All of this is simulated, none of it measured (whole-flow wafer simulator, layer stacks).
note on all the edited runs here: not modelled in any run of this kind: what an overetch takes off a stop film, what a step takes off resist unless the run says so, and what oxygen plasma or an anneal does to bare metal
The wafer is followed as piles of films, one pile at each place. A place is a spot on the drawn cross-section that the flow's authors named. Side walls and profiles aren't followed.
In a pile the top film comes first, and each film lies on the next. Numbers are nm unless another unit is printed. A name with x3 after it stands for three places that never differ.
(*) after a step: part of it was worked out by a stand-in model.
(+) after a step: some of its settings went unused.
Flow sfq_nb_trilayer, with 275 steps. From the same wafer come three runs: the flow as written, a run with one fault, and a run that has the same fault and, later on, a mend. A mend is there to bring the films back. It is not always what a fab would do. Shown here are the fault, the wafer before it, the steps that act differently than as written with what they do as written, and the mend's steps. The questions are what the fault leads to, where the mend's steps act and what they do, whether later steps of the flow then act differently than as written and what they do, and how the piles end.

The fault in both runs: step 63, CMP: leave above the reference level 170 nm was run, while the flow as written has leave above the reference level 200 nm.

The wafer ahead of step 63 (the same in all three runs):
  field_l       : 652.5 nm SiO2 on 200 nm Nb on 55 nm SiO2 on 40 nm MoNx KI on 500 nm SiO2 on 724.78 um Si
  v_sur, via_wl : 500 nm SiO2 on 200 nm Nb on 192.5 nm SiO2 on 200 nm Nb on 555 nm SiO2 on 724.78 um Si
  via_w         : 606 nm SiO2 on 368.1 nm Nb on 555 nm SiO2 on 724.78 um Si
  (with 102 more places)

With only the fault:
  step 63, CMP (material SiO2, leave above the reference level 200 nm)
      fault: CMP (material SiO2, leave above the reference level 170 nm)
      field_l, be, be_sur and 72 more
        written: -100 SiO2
        fault: -130 SiO2
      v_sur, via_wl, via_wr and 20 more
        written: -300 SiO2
        fault: -330 SiO2
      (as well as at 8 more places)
  Steps further on in the flow that do not act as written (not shown: 4 more steps that differ only slightly, by at most 2% or 0.5 nm, whichever is larger):
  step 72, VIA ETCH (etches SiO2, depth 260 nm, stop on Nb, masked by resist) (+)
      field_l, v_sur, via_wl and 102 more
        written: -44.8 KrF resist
        fault: -43.9 KrF resist
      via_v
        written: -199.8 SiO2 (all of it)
        fault: -169.8 SiO2 (all of it)
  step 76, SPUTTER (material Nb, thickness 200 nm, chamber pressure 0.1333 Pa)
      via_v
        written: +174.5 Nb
        fault: +180.7 Nb
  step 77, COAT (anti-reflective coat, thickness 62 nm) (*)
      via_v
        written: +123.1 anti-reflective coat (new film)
        fault: +115 anti-reflective coat (new film)
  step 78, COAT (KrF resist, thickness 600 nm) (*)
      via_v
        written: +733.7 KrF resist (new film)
        fault: +710.2 KrF resist (new film)
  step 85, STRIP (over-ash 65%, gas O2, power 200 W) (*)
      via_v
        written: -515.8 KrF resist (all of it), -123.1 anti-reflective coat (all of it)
        fault: -492.3 KrF resist (all of it), -115 anti-reflective coat (all of it)
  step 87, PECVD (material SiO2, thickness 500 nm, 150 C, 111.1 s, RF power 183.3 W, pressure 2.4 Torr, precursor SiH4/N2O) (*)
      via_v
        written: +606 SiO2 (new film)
        fault: +545.3 SiO2 (new film)
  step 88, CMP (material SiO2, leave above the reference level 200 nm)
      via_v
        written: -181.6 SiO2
        fault: -157.1 SiO2
  By the end, the piles at v_sur, via_wl, via_w and 36 more depart from the flow's by more than 2% or 0.5 nm, whichever is larger.
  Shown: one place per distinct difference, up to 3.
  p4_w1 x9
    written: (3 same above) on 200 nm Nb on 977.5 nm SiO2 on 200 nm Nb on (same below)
    fault: (3 same above) on 200 nm Nb on 947.5 nm SiO2 on 200 nm Nb on (same below)
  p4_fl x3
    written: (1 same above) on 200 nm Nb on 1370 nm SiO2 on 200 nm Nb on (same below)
    fault: (1 same above) on 200 nm Nb on 1340 nm SiO2 on 200 nm Nb on (same below)
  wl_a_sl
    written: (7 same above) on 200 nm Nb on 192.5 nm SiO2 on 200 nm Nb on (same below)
    fault: (7 same above) on 200 nm Nb on 162.5 nm SiO2 on 200 nm Nb on (same below)

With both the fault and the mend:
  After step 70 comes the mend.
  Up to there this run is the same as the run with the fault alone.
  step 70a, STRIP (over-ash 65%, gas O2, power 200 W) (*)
      field_l, v_sur, via_wl and 102 more
        -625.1 KrF resist (all of it), -62 anti-reflective coat (all of it)
      via_v
        -62 anti-reflective coat (all of it)
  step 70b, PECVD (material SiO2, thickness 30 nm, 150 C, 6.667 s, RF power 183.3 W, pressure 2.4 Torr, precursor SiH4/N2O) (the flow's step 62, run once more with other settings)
      field_l, v_sur, via_wl and 103 more
        +30 SiO2
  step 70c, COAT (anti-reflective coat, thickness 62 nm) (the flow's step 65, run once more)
      field_l, v_sur, via_wl and 103 more
        +62 anti-reflective coat (new film)
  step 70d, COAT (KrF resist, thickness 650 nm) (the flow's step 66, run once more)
      field_l, v_sur, via_wl and 103 more
        +650 KrF resist (new film)
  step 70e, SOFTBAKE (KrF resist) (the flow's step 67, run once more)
      alters no film at any place that is followed
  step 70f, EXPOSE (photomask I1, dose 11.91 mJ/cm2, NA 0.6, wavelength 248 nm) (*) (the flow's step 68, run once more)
      alters no film at any place that is followed
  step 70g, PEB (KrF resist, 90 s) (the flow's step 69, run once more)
      field_l, v_sur, via_wl and 103 more
        -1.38 KrF resist
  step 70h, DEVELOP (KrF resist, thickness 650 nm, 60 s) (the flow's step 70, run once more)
      field_l, v_sur, via_wl and 102 more
        -23.5 KrF resist
      via_v
        -648.6 KrF resist (all of it)
  Every later step of the flow that is run acts as written, at every place that is followed, to within 2% or 0.5 nm, whichever is larger.
  When the end is reached, the piles differ only a little from the flow's at the places that both follow, at most by 2% or 0.5 nm, whichever is larger.
